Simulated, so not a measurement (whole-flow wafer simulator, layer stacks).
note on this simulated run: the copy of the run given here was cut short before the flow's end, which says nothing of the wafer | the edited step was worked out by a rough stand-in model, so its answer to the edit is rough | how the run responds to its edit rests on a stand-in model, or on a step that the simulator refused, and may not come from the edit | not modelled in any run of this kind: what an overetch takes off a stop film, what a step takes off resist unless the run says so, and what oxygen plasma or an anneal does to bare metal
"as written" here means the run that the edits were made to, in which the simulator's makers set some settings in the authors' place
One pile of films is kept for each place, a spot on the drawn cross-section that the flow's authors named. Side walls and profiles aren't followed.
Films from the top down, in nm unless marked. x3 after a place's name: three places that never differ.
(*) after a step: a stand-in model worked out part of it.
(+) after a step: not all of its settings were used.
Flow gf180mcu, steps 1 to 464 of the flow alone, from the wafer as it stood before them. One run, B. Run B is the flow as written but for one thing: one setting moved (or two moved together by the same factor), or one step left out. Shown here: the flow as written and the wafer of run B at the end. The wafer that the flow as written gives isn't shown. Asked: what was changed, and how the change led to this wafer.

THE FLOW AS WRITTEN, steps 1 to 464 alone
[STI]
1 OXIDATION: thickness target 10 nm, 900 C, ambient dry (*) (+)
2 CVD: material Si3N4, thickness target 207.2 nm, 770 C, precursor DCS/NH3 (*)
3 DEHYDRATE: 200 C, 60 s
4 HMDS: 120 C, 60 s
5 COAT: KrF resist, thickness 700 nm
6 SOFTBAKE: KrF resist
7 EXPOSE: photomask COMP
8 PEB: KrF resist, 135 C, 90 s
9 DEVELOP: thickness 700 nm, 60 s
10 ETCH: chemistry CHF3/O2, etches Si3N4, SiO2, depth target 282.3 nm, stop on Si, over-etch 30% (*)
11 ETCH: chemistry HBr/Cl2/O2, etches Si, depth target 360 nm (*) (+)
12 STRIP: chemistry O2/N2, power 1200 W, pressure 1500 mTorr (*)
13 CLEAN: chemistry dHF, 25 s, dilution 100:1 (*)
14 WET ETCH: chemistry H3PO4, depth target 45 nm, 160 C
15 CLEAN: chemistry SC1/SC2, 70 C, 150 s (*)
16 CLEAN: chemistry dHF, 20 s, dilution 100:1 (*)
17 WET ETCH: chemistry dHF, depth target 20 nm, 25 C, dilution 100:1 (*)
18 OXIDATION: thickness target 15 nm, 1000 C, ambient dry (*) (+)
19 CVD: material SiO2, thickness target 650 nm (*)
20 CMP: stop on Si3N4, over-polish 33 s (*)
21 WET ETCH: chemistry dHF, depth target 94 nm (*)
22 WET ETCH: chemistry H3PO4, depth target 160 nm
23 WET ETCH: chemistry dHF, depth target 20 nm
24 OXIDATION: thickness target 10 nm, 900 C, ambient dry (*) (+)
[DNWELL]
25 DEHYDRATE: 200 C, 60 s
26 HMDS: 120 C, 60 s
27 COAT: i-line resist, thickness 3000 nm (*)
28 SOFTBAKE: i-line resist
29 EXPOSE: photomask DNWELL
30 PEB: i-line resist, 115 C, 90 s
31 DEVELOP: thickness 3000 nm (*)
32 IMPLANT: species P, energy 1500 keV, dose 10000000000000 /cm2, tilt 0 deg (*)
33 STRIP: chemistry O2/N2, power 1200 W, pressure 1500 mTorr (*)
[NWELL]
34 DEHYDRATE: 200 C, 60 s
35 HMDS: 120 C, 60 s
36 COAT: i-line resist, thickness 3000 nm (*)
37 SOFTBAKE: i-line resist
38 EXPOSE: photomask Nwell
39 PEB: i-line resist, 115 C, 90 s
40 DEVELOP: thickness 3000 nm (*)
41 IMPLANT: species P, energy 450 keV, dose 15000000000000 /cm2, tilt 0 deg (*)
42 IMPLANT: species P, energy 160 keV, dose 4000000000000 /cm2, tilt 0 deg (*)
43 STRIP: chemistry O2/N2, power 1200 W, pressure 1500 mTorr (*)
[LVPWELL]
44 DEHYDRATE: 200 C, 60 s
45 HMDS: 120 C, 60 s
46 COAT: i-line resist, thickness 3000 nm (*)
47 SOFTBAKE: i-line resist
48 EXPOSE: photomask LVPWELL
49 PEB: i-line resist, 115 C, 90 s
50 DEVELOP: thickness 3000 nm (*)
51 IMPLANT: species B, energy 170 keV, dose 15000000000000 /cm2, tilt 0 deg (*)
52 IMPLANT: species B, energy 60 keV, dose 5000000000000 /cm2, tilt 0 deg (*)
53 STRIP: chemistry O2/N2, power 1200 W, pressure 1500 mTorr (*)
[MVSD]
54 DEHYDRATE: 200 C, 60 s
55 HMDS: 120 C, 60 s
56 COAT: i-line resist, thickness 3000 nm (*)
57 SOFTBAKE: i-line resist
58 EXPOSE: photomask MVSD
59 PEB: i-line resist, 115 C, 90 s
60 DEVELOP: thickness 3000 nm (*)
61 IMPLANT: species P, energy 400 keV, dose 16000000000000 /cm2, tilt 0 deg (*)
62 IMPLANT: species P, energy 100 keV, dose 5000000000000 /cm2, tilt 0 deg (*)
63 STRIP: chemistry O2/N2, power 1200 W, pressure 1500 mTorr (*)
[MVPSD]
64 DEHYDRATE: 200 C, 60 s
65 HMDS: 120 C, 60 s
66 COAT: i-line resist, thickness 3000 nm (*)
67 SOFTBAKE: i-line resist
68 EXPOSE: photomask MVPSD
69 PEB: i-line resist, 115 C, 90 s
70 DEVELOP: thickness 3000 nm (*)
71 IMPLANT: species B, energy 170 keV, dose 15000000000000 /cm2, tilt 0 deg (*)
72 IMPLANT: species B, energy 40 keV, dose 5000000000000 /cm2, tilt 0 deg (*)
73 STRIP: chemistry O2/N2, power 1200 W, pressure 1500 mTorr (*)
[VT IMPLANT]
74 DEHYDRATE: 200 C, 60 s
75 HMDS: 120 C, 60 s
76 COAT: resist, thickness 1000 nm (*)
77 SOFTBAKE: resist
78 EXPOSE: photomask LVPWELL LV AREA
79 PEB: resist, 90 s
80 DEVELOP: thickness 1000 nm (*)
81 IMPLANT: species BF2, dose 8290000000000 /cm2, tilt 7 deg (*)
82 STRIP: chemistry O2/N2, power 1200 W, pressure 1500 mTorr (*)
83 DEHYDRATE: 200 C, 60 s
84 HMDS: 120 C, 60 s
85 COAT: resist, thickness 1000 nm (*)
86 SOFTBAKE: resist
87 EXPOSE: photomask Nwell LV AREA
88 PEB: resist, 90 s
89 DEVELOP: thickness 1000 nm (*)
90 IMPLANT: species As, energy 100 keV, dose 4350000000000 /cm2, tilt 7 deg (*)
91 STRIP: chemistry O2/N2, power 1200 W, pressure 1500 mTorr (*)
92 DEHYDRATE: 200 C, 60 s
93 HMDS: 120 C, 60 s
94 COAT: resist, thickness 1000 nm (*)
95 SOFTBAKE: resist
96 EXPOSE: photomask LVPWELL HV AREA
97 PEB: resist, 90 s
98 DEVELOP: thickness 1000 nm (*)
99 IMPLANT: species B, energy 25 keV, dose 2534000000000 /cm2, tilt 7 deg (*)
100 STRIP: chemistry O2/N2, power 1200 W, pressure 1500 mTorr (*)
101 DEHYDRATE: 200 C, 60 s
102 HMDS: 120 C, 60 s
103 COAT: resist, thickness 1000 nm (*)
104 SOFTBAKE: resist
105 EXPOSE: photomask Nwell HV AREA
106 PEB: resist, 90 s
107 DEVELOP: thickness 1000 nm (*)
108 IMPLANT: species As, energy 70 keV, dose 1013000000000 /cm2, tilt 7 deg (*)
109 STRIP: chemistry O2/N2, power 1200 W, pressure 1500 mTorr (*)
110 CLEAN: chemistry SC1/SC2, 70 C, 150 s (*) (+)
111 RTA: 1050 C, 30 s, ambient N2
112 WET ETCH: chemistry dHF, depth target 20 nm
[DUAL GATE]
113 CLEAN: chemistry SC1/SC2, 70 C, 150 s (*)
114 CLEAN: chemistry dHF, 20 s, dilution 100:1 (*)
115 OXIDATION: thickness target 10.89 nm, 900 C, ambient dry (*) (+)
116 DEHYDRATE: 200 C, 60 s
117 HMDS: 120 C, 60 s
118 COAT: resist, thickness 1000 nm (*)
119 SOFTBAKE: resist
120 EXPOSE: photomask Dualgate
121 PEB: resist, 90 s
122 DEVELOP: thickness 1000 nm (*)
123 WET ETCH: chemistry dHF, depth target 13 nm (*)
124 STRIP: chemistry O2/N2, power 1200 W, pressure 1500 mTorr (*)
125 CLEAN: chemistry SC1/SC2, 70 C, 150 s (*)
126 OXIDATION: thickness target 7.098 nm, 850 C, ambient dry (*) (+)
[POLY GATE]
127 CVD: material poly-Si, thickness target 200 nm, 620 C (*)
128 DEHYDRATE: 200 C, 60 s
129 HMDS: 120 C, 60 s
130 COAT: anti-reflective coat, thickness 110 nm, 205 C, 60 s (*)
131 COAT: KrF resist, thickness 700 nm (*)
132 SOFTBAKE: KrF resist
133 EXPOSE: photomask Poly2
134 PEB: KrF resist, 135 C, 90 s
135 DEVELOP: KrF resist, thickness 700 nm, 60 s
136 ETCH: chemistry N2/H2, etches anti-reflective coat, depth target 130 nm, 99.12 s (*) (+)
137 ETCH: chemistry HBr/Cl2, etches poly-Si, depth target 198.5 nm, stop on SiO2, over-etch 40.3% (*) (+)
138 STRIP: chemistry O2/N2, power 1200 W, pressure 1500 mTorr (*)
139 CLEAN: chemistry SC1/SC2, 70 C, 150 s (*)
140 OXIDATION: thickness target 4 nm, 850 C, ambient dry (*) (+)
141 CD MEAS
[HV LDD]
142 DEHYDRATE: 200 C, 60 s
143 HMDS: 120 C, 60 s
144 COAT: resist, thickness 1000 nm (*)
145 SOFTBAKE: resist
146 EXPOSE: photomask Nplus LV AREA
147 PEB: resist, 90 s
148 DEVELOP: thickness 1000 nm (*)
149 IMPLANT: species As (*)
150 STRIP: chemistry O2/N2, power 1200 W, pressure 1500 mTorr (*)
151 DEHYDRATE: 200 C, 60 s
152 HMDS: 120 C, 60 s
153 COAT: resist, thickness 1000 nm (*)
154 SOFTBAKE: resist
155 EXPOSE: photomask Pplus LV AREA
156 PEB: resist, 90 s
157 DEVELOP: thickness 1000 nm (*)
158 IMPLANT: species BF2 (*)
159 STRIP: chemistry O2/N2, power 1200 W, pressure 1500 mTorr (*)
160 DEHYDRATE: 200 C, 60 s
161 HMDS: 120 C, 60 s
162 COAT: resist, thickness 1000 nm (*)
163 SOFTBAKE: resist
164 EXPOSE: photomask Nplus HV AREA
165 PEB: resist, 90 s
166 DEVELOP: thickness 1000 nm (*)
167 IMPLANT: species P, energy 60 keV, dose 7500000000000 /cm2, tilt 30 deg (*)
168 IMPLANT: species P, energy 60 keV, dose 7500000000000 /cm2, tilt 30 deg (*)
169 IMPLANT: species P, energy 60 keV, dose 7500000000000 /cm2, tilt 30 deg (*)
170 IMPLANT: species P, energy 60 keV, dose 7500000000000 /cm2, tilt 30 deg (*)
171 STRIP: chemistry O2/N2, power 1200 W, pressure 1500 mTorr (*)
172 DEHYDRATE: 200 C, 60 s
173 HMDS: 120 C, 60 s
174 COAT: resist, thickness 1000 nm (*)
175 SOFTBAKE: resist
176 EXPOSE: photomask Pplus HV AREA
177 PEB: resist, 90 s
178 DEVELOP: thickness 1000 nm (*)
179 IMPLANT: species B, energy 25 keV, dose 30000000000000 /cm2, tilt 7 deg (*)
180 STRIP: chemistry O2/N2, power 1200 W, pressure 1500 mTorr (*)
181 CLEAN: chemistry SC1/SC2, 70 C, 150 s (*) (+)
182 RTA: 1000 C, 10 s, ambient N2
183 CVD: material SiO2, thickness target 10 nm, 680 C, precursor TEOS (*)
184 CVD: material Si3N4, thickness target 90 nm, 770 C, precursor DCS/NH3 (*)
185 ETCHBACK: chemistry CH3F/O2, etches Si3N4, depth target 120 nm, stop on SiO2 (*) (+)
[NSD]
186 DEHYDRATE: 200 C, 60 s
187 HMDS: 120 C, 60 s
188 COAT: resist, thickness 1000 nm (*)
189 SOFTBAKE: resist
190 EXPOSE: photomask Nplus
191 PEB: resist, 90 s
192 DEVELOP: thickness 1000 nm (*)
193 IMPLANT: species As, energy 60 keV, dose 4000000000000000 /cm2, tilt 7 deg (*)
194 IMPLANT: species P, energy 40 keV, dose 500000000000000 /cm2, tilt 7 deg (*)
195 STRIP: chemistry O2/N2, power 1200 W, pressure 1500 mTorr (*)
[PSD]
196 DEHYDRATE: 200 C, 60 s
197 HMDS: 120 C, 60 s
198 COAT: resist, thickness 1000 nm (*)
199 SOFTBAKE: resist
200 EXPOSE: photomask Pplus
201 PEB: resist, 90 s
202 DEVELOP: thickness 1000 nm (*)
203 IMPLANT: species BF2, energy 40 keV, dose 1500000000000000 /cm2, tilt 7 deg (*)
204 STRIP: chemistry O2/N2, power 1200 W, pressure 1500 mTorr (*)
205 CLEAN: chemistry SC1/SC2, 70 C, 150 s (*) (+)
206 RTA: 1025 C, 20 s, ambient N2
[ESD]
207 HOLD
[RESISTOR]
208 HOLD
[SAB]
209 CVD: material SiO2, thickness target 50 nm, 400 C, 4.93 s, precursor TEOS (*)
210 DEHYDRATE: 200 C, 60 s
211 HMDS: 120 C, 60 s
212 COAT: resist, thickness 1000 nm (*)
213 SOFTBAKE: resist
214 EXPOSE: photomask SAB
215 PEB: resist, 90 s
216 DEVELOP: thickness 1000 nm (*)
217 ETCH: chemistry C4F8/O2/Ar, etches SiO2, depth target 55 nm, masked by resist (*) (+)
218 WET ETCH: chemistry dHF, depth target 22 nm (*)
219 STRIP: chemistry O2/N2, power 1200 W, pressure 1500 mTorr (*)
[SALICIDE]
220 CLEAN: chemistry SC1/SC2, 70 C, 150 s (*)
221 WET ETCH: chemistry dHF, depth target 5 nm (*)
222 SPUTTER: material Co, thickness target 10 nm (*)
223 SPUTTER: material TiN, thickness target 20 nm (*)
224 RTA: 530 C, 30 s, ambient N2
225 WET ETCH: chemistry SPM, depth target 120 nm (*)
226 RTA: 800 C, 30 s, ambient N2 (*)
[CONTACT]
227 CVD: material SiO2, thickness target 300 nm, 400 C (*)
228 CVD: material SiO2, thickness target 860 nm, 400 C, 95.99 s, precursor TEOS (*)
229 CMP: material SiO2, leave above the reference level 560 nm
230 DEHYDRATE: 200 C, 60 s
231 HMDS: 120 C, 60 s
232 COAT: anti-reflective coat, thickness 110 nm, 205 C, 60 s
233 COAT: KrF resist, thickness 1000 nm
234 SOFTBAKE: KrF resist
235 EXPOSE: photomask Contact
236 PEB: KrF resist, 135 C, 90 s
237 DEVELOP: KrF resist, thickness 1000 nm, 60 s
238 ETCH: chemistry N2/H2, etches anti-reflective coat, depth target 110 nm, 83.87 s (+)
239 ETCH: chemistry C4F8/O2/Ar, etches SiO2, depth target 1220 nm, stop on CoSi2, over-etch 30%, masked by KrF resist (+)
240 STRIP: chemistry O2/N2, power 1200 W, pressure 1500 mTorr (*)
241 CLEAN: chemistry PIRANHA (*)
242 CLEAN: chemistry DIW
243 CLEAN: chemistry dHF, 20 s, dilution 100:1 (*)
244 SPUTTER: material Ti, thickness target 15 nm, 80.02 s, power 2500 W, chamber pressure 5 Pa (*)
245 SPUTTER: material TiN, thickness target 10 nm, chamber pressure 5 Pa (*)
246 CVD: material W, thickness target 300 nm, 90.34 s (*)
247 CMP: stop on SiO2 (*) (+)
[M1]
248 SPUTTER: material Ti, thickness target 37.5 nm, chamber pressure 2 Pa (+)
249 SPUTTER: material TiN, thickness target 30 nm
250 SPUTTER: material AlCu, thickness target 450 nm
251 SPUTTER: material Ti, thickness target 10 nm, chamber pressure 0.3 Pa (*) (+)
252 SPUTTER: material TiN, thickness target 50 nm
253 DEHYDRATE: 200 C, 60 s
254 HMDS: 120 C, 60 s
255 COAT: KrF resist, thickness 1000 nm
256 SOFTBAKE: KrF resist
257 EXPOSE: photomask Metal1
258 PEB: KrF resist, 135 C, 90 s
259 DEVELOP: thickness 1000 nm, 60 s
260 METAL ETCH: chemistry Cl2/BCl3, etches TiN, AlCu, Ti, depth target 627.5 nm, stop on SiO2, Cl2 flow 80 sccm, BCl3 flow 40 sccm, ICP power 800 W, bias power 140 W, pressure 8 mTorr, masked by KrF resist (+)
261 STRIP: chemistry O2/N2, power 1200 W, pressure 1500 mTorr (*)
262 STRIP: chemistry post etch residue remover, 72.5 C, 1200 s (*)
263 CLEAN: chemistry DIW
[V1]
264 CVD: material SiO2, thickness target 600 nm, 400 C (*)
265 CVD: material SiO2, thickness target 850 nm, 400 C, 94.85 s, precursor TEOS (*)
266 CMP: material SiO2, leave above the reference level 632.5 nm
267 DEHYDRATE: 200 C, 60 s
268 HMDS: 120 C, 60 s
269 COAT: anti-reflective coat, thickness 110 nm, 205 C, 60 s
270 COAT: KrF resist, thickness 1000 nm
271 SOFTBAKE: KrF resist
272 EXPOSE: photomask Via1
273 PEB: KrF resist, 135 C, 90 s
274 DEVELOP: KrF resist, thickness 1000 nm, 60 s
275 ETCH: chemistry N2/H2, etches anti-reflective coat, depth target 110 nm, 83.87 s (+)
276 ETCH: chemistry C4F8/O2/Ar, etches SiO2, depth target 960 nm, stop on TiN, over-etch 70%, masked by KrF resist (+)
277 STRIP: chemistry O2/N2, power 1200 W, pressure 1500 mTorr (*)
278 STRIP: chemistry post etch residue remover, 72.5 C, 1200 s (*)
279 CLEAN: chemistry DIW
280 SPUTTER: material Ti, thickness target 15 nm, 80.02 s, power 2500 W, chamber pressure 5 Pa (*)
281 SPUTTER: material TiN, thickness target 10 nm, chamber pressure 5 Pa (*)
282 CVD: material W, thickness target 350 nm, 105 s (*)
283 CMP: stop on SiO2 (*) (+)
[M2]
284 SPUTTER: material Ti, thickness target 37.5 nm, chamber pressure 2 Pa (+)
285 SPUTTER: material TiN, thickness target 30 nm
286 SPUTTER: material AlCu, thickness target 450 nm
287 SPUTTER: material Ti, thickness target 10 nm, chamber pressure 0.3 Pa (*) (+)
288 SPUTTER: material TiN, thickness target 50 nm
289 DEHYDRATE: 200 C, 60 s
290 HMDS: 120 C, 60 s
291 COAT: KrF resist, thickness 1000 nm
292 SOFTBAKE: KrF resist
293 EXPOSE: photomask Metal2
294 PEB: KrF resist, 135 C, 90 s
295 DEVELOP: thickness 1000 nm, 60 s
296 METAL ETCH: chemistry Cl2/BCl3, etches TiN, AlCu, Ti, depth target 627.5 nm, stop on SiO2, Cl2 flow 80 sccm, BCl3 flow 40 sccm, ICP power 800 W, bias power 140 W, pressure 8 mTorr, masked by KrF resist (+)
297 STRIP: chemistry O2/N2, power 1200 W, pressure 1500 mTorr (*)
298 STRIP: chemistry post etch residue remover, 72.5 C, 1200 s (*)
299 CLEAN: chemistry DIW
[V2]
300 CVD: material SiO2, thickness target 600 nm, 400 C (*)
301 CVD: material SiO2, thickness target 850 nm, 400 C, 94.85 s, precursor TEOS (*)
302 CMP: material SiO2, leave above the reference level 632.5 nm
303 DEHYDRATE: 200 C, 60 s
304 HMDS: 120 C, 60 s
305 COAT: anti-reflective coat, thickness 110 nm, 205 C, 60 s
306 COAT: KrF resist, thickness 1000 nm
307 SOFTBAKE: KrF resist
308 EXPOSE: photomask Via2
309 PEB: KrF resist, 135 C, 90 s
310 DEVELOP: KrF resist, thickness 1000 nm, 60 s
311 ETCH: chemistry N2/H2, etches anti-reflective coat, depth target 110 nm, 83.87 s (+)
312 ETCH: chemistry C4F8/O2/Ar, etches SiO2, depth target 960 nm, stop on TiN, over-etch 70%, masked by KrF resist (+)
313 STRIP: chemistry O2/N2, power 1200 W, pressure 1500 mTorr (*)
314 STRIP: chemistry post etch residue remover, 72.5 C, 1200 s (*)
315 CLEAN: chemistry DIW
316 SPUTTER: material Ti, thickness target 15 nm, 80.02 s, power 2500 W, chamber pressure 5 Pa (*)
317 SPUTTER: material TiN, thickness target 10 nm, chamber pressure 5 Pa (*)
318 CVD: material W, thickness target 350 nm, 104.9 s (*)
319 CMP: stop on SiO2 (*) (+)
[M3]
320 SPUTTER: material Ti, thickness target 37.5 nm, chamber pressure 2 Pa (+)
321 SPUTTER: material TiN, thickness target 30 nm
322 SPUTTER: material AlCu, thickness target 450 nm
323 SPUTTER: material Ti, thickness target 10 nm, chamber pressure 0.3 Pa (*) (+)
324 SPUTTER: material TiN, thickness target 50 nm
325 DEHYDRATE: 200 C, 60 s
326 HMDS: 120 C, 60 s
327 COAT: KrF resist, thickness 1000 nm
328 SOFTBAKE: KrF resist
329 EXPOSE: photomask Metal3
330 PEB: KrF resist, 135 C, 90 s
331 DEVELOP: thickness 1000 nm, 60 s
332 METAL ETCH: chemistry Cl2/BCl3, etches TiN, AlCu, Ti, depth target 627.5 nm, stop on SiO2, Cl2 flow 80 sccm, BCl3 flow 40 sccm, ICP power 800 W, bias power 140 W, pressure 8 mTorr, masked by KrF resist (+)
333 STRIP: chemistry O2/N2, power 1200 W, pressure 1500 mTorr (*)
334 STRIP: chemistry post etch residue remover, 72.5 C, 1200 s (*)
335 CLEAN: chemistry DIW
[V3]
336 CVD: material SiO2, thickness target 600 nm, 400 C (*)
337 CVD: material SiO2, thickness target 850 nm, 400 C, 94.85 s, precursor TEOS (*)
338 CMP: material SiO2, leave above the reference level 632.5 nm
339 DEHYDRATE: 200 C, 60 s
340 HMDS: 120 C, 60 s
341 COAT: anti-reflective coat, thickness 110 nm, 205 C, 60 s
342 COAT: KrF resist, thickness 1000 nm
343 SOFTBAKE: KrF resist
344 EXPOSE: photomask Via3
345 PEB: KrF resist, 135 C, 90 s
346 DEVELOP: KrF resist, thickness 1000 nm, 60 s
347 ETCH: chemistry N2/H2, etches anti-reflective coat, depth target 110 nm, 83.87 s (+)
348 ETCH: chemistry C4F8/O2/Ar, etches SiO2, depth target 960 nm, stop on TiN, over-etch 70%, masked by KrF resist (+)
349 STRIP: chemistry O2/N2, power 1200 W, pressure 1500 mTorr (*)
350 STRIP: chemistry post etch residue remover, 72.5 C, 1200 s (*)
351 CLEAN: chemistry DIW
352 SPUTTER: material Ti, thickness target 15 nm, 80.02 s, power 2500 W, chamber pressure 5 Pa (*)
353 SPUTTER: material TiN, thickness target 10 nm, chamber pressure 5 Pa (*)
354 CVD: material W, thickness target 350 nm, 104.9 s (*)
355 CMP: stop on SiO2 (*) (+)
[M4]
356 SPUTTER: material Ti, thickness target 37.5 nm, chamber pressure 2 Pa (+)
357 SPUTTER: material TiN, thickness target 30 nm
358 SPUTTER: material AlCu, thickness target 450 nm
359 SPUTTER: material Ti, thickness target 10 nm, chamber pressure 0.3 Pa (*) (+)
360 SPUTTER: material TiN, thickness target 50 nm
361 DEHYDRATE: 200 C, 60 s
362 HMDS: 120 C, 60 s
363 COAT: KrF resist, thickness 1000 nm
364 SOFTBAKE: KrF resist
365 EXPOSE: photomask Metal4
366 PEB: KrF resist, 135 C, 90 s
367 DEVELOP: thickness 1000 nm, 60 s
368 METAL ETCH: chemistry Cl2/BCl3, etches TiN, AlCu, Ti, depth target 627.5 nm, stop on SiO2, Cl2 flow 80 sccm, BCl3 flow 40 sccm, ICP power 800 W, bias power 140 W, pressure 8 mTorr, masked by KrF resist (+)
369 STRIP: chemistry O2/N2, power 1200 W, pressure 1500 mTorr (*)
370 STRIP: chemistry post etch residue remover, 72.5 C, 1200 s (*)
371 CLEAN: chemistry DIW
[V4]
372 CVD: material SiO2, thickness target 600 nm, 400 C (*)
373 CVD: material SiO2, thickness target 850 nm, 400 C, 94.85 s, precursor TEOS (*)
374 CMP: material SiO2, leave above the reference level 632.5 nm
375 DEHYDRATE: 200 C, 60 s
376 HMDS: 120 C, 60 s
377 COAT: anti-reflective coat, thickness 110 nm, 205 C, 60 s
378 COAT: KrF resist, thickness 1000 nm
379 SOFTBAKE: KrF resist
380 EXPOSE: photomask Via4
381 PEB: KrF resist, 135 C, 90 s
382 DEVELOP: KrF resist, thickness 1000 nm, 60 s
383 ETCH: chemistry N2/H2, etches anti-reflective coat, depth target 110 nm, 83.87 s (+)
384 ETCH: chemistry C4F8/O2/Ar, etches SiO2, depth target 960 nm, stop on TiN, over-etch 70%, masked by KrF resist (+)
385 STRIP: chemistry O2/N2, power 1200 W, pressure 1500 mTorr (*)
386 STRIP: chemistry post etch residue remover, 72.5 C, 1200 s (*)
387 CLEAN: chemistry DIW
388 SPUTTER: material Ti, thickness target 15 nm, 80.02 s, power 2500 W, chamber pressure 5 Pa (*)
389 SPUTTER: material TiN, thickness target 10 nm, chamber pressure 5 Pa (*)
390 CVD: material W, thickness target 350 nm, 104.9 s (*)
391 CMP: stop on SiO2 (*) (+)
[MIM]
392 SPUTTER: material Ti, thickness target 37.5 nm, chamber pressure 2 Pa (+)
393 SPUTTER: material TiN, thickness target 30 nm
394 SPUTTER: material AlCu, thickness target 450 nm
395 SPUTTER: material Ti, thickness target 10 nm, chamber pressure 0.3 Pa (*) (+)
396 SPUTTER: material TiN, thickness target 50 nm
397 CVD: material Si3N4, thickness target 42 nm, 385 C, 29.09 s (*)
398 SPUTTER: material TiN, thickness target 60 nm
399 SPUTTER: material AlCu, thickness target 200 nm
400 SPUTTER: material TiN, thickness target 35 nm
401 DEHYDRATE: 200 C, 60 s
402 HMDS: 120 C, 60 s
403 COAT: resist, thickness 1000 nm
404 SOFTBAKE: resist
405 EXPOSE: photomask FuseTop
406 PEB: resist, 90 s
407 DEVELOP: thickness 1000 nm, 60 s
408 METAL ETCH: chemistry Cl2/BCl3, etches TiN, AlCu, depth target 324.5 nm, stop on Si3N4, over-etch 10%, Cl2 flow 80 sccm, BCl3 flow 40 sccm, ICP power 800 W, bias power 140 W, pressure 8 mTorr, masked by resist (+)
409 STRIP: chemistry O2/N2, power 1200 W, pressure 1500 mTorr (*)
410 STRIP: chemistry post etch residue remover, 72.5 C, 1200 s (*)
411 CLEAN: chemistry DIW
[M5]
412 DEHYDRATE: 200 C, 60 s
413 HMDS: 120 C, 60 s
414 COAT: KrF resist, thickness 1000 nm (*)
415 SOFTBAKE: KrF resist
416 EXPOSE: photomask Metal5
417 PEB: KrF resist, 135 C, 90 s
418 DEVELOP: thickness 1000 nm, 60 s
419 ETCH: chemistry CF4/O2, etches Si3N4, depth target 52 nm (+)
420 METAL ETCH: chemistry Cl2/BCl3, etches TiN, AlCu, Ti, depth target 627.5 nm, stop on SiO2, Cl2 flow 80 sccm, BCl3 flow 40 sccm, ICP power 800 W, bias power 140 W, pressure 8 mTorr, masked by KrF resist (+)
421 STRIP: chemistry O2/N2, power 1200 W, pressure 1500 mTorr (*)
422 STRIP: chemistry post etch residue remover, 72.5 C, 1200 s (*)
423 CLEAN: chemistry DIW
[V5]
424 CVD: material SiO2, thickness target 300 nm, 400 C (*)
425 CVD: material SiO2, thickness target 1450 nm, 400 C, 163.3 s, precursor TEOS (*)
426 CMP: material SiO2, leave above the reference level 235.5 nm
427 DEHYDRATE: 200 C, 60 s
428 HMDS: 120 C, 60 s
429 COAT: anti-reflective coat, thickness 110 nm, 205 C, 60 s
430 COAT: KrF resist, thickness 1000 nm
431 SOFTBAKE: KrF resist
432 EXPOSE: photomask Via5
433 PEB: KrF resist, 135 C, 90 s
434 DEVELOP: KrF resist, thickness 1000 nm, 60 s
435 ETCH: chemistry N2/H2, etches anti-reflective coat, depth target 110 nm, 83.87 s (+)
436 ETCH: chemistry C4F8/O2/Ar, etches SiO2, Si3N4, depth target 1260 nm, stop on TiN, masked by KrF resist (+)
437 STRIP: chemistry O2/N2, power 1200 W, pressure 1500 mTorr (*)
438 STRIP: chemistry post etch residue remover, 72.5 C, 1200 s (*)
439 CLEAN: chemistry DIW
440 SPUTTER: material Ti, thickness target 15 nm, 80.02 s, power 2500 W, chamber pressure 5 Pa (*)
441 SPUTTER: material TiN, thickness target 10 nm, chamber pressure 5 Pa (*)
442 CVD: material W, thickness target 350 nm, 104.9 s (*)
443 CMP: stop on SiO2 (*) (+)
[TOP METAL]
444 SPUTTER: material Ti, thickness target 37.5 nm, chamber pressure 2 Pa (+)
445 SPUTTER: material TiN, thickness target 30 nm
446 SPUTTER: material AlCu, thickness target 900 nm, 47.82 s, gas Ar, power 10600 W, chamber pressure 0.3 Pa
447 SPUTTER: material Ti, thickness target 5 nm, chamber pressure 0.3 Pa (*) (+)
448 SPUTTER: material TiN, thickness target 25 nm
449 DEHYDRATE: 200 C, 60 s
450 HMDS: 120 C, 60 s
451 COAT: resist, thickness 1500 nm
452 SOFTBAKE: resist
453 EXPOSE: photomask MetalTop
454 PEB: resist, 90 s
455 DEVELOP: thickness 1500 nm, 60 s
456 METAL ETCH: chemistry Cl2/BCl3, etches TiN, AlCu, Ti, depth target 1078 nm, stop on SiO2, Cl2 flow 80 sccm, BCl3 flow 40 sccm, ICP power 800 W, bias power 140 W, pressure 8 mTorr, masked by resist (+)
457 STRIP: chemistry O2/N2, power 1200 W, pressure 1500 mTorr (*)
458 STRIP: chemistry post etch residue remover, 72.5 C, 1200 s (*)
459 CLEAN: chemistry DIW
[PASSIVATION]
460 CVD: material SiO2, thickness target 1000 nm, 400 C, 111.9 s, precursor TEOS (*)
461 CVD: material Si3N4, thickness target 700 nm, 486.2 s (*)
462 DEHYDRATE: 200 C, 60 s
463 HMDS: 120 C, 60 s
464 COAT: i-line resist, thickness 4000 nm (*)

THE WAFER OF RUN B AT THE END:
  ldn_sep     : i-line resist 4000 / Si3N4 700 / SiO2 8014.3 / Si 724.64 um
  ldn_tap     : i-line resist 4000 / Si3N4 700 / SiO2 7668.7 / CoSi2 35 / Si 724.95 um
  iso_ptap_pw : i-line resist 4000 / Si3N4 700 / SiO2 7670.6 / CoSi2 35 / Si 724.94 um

The cause: step 460, CVD: 435 C was run, where the flow has 400 C.

How the change led to this, step by step:
  460 CVD: material SiO2, thickness target 1000 nm, 400 C, 111.9 s, precursor TEOS (*)
      field, field__w1, field__w2 and 103 more: SiO2 +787 (as written it would be: SiO2 +1000)
      field__w8, contact, m1, m1__w1, pad, m1_nw: SiO2 +787 (new film) (as written it would be: SiO2 +1000 (new film))
